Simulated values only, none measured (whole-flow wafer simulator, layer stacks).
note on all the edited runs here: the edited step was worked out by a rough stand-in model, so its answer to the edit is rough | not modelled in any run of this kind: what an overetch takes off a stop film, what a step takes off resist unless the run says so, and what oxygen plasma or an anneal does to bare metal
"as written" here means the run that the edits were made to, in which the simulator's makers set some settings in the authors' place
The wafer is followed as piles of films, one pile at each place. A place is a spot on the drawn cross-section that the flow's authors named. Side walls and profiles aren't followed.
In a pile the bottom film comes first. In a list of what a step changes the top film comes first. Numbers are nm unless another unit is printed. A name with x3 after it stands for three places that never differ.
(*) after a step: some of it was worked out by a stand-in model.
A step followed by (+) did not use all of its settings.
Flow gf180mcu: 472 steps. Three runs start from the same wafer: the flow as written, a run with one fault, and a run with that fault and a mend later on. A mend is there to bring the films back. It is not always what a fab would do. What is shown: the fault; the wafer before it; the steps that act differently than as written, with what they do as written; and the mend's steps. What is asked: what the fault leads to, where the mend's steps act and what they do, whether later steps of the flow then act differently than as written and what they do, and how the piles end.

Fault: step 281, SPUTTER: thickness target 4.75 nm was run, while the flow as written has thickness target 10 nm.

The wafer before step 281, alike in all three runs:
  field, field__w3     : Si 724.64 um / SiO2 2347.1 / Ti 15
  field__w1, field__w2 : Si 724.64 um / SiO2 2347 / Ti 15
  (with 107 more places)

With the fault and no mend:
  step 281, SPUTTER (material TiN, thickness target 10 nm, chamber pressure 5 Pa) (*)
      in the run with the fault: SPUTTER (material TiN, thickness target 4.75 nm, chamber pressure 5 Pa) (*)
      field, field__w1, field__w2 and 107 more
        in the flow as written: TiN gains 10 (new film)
        in the run with the fault: TiN gains 4.75 (new film)
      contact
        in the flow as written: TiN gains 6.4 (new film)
        in the run with the fault: TiN gains 3.05 (new film)
  Steps later in the flow that act otherwise than as written (1 more step, not shown, differs only slightly: by at most 2% or 0.5 nm, whichever is larger):
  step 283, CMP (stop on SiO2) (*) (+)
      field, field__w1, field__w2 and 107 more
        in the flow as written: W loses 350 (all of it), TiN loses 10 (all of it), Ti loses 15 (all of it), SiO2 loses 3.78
        in the run with the fault: W loses 350 (all of it), TiN loses 4.75 (all of it), Ti loses 15 (all of it), SiO2 loses 3.73
  At contact, the piles at the end differ from the flow's by more than 2% or 0.5 nm, whichever is larger.
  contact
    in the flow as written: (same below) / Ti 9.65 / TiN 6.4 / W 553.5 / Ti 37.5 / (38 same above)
    in the run with the fault: (same below) / Ti 9.65 / TiN 3.05 / W 556.9 / Ti 37.5 / (38 same above)

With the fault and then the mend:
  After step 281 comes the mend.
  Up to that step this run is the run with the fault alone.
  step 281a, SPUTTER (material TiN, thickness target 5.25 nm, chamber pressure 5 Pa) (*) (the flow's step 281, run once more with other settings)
      field, field__w1, field__w2 and 107 more
        TiN gains 5.25
      contact
        TiN gains 3.36
  None of the later steps of the flow acts differently than as written at any place that is followed.
  By the end, the piles equal the flow's at every place that both follow.
